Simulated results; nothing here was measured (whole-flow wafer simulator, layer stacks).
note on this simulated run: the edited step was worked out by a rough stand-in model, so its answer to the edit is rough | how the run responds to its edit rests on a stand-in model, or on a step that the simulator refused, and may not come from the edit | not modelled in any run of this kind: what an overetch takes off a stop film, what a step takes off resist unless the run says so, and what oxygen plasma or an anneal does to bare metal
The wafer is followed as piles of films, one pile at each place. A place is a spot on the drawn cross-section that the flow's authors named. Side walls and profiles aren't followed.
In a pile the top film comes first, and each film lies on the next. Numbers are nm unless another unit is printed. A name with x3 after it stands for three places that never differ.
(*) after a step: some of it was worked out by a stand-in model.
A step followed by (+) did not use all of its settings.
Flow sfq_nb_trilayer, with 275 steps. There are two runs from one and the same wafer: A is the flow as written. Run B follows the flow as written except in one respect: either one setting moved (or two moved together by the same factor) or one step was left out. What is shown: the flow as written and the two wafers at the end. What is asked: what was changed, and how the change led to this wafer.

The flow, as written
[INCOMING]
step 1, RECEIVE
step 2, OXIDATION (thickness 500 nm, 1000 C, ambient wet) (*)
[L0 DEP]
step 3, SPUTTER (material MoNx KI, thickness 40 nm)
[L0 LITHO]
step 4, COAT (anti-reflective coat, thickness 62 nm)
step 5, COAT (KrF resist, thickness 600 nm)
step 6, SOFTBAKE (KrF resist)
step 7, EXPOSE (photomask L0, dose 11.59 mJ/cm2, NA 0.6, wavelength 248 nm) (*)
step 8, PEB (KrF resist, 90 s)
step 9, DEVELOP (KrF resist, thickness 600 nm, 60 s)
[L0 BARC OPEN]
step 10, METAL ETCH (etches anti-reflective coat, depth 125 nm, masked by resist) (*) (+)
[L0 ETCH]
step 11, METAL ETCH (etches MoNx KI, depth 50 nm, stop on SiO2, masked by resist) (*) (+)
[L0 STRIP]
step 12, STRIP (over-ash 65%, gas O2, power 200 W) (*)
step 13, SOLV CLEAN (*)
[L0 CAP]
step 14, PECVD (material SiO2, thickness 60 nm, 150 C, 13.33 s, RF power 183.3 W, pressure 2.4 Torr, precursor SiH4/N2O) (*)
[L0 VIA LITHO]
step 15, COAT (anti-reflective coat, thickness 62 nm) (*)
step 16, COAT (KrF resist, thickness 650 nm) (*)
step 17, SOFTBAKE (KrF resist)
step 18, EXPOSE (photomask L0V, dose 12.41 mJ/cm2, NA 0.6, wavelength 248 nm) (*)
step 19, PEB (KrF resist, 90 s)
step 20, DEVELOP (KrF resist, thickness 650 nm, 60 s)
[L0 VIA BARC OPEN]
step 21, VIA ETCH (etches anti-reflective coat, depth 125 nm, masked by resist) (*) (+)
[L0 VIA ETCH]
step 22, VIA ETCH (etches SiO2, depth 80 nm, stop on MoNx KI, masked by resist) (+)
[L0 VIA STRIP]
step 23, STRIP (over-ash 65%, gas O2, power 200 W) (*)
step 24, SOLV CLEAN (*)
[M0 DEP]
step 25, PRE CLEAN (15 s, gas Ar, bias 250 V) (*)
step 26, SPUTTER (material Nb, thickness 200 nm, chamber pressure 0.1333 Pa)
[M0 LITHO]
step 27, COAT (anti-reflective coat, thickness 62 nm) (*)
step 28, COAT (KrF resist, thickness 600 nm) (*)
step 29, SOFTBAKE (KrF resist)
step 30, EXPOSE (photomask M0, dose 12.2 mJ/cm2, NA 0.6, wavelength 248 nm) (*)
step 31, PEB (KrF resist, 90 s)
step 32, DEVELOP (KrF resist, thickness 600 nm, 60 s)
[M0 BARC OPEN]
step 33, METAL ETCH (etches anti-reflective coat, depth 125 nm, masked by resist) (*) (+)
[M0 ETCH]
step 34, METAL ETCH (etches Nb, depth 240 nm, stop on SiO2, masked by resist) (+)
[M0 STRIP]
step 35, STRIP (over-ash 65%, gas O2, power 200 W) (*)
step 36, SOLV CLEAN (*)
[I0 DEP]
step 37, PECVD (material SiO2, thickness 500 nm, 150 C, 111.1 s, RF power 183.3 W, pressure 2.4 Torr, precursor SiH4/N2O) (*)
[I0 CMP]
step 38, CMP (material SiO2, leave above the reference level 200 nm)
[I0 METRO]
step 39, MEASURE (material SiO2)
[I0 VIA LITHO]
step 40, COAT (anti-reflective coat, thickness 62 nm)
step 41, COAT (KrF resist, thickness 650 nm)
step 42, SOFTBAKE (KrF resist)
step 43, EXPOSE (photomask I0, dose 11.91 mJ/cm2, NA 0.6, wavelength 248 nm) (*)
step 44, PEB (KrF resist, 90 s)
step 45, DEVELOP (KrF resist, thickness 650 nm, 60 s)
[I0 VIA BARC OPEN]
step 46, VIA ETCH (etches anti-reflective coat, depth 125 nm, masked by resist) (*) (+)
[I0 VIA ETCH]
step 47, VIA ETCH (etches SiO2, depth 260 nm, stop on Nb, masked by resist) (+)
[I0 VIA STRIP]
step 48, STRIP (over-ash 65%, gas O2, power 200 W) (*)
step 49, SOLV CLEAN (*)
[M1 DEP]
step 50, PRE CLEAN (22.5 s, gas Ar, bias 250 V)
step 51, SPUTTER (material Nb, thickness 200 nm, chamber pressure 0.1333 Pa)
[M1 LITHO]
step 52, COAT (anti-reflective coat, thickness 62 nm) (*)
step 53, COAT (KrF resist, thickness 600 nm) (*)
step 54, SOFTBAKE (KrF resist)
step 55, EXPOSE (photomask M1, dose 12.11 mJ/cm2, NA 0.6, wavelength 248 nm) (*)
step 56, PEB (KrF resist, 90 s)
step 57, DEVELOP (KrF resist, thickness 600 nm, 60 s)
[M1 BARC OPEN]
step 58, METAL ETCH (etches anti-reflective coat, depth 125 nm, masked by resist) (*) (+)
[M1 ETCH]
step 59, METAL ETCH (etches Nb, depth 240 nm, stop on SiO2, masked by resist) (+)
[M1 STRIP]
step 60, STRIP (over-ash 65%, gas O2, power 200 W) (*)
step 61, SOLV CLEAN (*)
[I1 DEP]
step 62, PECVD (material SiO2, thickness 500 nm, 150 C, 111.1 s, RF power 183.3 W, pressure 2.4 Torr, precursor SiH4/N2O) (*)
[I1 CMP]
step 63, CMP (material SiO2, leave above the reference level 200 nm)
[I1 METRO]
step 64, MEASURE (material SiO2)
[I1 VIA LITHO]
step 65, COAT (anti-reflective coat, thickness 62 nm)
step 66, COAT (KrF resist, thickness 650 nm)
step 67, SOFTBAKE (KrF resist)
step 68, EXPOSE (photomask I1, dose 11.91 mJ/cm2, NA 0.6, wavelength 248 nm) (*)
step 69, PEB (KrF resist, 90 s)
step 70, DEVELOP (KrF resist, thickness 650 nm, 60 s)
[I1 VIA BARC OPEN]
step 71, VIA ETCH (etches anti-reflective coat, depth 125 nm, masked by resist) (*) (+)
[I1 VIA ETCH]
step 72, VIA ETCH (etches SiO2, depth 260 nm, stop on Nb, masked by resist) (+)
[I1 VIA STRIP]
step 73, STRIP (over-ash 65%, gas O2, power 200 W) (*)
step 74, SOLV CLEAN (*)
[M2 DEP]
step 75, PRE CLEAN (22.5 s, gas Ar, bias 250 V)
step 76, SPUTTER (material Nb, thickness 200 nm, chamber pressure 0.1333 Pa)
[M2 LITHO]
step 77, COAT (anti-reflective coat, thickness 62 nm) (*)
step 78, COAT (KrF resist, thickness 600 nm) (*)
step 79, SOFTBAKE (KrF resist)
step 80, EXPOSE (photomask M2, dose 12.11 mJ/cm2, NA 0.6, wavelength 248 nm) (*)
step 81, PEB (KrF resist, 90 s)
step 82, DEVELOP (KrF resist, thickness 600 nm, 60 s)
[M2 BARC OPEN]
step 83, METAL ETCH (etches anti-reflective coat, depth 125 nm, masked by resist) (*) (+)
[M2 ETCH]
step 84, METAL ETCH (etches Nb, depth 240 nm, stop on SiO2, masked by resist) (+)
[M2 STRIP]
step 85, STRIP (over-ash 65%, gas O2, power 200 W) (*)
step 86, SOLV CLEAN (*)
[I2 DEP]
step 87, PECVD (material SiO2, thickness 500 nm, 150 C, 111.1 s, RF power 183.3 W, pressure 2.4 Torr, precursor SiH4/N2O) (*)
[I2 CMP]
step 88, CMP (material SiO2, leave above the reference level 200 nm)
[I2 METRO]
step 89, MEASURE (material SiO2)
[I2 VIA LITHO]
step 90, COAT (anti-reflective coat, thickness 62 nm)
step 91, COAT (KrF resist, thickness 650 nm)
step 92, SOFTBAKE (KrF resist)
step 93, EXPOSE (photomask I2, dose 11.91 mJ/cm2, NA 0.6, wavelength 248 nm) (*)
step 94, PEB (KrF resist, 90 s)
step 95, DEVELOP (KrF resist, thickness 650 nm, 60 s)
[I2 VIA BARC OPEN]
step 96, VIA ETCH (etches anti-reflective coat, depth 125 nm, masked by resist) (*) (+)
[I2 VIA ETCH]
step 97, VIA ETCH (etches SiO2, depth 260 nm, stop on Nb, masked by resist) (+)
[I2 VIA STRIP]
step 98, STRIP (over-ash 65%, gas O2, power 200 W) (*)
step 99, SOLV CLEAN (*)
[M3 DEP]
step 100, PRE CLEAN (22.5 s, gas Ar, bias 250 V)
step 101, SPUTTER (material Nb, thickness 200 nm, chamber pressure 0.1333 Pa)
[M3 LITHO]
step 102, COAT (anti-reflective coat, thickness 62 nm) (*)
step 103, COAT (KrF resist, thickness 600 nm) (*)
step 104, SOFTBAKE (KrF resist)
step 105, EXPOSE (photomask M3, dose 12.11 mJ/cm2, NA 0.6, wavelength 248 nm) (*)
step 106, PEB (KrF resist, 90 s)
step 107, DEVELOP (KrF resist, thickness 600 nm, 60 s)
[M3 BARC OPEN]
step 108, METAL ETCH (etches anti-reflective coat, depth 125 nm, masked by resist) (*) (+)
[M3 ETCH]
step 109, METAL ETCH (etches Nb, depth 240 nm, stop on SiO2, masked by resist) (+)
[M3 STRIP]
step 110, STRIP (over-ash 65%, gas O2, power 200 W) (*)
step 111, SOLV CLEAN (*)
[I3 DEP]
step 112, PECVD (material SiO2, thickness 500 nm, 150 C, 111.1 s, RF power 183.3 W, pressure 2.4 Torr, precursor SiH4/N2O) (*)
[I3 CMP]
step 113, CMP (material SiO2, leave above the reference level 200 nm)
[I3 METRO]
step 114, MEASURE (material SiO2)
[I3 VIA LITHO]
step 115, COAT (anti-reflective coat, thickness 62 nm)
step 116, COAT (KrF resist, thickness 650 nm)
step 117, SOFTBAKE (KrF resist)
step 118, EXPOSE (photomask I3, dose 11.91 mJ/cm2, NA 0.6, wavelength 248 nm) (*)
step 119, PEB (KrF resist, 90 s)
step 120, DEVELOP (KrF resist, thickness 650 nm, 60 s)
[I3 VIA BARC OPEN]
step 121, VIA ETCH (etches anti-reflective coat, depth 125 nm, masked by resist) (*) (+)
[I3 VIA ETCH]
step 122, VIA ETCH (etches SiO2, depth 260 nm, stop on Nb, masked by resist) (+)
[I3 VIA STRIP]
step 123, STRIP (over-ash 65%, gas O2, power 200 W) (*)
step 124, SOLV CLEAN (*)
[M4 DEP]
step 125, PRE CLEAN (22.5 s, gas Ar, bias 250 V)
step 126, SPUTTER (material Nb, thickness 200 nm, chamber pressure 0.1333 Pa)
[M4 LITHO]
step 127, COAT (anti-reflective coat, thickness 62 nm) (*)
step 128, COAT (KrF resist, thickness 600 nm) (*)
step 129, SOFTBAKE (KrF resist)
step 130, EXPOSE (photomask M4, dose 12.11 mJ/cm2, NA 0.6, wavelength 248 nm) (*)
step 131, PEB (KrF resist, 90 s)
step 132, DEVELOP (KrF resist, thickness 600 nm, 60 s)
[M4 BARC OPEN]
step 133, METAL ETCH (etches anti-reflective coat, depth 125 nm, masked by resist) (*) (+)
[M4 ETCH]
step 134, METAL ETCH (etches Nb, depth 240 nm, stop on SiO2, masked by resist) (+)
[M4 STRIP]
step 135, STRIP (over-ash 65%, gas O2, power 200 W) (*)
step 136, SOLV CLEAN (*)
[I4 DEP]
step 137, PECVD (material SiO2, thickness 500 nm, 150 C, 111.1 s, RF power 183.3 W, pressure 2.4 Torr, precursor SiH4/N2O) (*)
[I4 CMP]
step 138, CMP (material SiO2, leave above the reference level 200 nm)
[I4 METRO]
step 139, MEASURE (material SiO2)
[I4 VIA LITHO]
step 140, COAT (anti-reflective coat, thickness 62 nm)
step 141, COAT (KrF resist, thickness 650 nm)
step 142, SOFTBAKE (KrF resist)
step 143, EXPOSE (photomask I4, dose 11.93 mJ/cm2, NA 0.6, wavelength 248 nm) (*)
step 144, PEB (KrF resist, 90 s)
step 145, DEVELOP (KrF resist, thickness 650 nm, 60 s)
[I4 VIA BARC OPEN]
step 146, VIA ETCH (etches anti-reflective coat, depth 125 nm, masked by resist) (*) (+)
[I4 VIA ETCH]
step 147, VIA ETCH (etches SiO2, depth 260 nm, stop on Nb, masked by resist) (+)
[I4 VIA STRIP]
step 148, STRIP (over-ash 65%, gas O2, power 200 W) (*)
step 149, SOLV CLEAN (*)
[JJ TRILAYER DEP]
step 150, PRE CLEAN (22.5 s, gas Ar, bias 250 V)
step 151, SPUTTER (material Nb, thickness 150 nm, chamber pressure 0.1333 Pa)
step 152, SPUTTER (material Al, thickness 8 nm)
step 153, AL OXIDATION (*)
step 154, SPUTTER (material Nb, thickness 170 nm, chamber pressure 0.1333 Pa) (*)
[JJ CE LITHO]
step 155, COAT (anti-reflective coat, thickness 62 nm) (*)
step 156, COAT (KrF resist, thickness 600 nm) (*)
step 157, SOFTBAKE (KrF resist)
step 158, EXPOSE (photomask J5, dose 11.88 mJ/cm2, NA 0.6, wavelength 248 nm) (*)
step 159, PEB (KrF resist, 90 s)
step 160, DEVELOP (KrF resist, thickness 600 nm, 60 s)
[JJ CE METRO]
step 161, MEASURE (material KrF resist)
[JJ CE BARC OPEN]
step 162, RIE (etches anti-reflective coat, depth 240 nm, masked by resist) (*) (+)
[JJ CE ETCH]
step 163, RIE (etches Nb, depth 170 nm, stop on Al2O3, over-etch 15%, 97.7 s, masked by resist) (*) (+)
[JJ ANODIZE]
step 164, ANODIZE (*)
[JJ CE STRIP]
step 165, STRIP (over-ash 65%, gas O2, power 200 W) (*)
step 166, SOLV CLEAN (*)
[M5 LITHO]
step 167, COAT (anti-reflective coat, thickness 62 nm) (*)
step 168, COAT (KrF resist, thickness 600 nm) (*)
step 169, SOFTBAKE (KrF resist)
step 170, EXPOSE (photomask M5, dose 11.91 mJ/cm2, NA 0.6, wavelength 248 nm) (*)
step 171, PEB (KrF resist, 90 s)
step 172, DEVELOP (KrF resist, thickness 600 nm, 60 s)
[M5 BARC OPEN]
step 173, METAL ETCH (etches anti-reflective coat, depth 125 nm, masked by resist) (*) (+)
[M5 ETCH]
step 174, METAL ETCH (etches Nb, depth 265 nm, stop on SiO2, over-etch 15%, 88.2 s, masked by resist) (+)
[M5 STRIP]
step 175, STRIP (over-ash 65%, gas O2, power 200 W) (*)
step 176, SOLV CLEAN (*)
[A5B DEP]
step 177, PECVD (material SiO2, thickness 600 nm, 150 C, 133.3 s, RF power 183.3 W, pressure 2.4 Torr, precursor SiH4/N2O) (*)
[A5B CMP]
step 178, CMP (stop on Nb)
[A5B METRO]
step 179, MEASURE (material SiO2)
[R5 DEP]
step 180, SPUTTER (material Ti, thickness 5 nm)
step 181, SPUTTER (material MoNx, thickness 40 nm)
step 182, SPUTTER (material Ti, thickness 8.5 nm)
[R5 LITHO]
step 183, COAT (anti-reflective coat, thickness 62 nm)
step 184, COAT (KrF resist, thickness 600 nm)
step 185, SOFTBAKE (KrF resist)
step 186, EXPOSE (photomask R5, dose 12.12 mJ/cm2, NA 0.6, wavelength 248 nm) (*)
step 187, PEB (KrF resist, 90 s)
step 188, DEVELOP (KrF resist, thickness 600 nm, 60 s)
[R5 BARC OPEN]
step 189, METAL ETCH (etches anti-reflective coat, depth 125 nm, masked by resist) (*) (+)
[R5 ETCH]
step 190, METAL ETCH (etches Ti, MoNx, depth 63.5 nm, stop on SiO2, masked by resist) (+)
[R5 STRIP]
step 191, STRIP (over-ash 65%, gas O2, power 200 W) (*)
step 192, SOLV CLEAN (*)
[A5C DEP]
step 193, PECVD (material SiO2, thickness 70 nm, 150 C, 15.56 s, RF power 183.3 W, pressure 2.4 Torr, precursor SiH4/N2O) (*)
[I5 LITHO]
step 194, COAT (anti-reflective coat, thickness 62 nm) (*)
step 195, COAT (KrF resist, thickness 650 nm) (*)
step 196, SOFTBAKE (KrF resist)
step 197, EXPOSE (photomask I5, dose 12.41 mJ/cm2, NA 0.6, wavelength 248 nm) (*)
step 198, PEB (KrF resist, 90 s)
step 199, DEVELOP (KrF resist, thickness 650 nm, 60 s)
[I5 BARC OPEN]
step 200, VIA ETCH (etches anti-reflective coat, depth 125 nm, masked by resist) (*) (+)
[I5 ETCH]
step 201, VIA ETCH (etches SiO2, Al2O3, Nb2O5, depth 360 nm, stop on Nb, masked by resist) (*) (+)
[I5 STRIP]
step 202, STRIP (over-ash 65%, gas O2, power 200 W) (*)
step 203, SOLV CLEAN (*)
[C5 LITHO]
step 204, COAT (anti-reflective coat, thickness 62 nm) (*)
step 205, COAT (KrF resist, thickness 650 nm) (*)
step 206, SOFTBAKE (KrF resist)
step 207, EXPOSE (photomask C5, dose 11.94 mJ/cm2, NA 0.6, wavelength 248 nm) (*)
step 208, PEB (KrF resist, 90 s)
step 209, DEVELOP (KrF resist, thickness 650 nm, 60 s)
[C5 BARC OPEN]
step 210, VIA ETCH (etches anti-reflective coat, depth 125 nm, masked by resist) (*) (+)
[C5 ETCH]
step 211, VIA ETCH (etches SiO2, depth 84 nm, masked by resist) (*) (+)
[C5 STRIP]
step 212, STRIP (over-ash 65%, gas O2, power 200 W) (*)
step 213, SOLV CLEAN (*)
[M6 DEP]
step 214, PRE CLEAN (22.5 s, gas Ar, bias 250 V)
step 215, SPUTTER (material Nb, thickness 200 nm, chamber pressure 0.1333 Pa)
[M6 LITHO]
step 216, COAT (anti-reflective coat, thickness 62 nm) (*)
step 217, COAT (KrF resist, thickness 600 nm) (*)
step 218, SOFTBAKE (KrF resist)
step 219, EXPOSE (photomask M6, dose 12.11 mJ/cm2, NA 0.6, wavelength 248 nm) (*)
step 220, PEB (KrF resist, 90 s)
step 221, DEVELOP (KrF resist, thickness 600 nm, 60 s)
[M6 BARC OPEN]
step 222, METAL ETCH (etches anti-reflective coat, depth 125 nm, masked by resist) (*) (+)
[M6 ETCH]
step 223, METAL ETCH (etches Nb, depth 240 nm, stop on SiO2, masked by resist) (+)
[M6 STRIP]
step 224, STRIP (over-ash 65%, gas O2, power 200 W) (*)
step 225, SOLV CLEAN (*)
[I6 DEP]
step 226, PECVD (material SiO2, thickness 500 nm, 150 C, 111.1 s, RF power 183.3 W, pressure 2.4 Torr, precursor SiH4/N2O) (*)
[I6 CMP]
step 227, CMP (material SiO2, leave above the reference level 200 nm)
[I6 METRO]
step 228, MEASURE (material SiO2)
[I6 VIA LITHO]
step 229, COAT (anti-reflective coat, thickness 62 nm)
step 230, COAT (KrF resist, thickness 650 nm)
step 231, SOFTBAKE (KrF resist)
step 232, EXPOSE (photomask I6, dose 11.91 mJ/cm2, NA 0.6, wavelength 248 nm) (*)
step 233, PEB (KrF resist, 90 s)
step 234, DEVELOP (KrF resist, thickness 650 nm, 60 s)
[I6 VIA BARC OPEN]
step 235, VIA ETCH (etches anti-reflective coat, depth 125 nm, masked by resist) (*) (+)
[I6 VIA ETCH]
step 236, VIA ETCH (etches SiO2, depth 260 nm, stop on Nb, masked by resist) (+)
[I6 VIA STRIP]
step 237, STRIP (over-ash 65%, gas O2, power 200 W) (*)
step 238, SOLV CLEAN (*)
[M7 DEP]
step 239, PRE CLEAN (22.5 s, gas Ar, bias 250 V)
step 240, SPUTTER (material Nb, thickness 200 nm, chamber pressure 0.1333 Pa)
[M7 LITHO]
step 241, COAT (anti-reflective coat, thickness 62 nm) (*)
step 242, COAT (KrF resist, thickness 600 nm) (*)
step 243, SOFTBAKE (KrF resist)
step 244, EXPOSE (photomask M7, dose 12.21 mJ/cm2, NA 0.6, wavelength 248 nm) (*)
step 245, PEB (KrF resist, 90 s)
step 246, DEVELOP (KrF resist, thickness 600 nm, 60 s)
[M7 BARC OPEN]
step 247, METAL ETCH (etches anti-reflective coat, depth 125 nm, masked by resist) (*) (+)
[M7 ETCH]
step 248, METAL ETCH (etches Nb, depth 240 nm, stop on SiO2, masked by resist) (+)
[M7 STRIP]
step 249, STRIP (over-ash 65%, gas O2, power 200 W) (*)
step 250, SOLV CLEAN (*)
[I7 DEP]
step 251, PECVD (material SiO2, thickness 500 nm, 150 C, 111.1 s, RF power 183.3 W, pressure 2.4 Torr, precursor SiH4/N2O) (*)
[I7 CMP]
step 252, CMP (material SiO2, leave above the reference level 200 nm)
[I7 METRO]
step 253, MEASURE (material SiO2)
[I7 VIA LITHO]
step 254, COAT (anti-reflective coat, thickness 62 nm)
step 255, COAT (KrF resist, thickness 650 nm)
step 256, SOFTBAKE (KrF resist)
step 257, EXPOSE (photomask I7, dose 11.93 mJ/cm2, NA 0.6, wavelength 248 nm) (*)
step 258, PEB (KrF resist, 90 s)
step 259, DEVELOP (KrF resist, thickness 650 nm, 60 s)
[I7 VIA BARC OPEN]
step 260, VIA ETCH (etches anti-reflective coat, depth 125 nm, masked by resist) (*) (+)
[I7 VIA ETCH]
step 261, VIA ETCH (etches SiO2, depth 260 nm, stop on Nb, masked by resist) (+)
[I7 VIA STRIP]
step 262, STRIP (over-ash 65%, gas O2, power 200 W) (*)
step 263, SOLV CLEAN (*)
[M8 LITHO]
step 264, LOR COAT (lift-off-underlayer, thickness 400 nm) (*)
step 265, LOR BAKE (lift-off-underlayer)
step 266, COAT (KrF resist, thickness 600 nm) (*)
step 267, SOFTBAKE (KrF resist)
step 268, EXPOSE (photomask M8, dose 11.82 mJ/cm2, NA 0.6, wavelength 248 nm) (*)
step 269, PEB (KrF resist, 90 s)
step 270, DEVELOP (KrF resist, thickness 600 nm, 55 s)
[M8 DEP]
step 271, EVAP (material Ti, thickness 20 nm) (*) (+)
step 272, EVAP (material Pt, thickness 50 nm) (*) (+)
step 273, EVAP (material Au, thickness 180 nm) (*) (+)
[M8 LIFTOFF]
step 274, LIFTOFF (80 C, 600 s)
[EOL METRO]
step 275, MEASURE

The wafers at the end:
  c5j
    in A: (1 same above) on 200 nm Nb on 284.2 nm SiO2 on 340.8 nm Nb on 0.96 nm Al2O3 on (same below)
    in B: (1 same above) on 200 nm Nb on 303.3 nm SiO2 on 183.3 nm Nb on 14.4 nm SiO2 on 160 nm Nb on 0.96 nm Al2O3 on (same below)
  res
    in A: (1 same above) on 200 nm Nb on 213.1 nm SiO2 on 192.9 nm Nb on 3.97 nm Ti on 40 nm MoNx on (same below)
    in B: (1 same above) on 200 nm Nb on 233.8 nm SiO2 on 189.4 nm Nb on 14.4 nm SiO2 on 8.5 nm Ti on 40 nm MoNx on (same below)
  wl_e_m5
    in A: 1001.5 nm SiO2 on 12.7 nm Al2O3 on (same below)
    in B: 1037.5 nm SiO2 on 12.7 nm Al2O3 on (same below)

What caused this: step 193, PECVD: thickness 106 nm was run, while the flow as written has thickness 70 nm; step 193, PECVD: 23.49 s was run, where the flow has 15.56 s.

Step by step, how the change led to this:
  step 193, PECVD (material SiO2, thickness 70 nm, 150 C, 15.56 s, RF power 183.3 W, pressure 2.4 Torr, precursor SiH4/N2O) (*)
      field_l, v_sur, via_wl and 92 more: A SiO2 gains 70 | B SiO2 gains 106
      ce_l, c5j, ce_r and 8 more: A SiO2 gains 70 (new film) | B SiO2 gains 106 (new film)
  step 201, VIA ETCH (etches SiO2, Al2O3, Nb2O5, depth 360 nm, stop on Nb, masked by resist) (*) (+)
      be: A SiO2 loses 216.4 (all of it), Al2O3 loses 12.7 (all of it), Nb2O5 loses 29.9 (all of it) | B SiO2 loses 252.4 (all of it), Al2O3 loses 12.7 (all of it), Nb2O5 loses 29.9 (all of it)
  step 204, COAT (anti-reflective coat, thickness 62 nm) (*)
      wire: A anti-reflective coat gains 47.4 (new film) | B anti-reflective coat gains 46.2 (new film)
      be: A anti-reflective coat gains 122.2 (new film) | B anti-reflective coat gains 127.5 (new film)
      (and at 1 other place as well)
  step 205, COAT (KrF resist, thickness 650 nm) (*)
      be: A KrF resist gains 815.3 (new film) | B KrF resist gains 841 (new film)
  step 211, VIA ETCH (etches SiO2, depth 84 nm, masked by resist) (*) (+)
      c5j: A SiO2 loses 69.9 (all of it), Nb loses 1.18 | B SiO2 loses 84
      res: A SiO2 loses 69.9 (all of it) | B SiO2 loses 84
  step 212, STRIP (over-ash 65%, gas O2, power 200 W) (*)
      wire: A KrF resist loses 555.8 (all of it), anti-reflective coat loses 47.4 (all of it) | B KrF resist loses 553.8 (all of it), anti-reflective coat loses 46.2 (all of it)
      be: A KrF resist loses 728.2 (all of it), anti-reflective coat loses 122.2 (all of it) | B KrF resist loses 753.9 (all of it), anti-reflective coat loses 127.5 (all of it)
      (and at 1 other place as well)
  step 214, PRE CLEAN (22.5 s, gas Ar, bias 250 V)
      c5j: A Nb loses 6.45 | B SiO2 loses 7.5
      res: A Ti loses 4.53 | B SiO2 loses 7.5
  step 215, SPUTTER (material Nb, thickness 200 nm, chamber pressure 0.1333 Pa)
      c5j: A Nb gains 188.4 | B Nb gains 183.3 (new film)
      be: A Nb gains 147.3 | B Nb gains 139.4
  step 216, COAT (anti-reflective coat, thickness 62 nm) (*)
      wire: A anti-reflective coat gains 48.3 (new film) | B anti-reflective coat gains 47.1 (new film)
      be: A anti-reflective coat gains 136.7 (new film) | B anti-reflective coat gains 143.1 (new film)
      (and at 6 other places as well)
  step 217, COAT (KrF resist, thickness 600 nm) (*)
      be: A KrF resist gains 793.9 (new film) | B KrF resist gains 832 (new film)
  step 224, STRIP (over-ash 65%, gas O2, power 200 W) (*)
      wire: A KrF resist loses 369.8 (all of it), anti-reflective coat loses 48.3 (all of it) | B KrF resist loses 371.1 (all of it), anti-reflective coat loses 47.1 (all of it)
      be: A KrF resist loses 575.8 (all of it), anti-reflective coat loses 136.7 (all of it) | B KrF resist loses 613.8 (all of it), anti-reflective coat loses 143.1 (all of it)
      (and at 6 other places as well)
  step 226, PECVD (material SiO2, thickness 500 nm, 150 C, 111.1 s, RF power 183.3 W, pressure 2.4 Torr, precursor SiH4/N2O) (*)
      be: A SiO2 gains 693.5 (new film) | B SiO2 gains 292.1 (new film), void gains 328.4 (new film), SiO2 gains 234.2 (new film)
      c5j: A SiO2 gains 514.7 (new film) | B SiO2 gains 533.8 (new film)
  step 227, CMP (material SiO2, leave above the reference level 200 nm)
      be: A SiO2 loses 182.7 | B SiO2 loses 292.1 (all of it), void loses 328.4 (all of it)
      res: A SiO2 loses 279.4 | B SiO2 loses 258.7
  step 229, COAT (anti-reflective coat, thickness 62 nm)
      via_v, gap, jj_sur: A anti-reflective coat gains 62 (new film) | B anti-reflective coat gains 60.2 (new film)
      via_sp: A anti-reflective coat gains 62 (new film) | B anti-reflective coat gains 60.6 (new film)
      (and at 5 other places as well)
  step 230, COAT (KrF resist, thickness 650 nm)
      be: A KrF resist gains 650 (new film) | B KrF resist gains 858.5 (new film)
      gap: A KrF resist gains 650 (new film) | B KrF resist gains 636.1 (new film)
  step 233, PEB (KrF resist, 90 s)
      be: A KrF resist loses 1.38 | B KrF resist loses 1.91
  ... 15 further steps ...
  step 274, LIFTOFF (80 C, 600 s)
      be: A Au loses 180 (all of it), Pt loses 50 (all of it), Ti loses 20 (all of it), KrF resist loses 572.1 (all of it), lift-off-underlayer loses 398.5 (all of it) | B Au loses 180 (all of it), Pt loses 50 (all of it), Ti loses 20 (all of it), KrF resist loses 600.7 (all of it), lift-off-underlayer loses 595.6 (all of it)
      be_sur: A Au loses 180 (all of it), Pt loses 50 (all of it), Ti loses 20 (all of it), KrF resist loses 572.6 (all of it), lift-off-underlayer loses 398.9 (all of it) | B Au loses 180 (all of it), Pt loses 50 (all of it), Ti loses 20 (all of it), KrF resist loses 582.9 (all of it), lift-off-underlayer loses 376 (all of it)
If metal films that touch count as one body, c5j has 5 bodies (between them, from the top down: SiO2 303.3; SiO2 14.4; Al2O3 0.96; SiO2 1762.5); the flow as written gives 4 bodies (between them, from the top down: SiO2 284.2; Al2O3 0.96; SiO2 1762.5).
If metal films that touch count as one body, res has 4 bodies (between them, from the top down: SiO2 233.8; SiO2 14.4; SiO2 2090.9); the flow as written gives 3 bodies (between them, from the top down: SiO2 213.1; SiO2 2090.9).
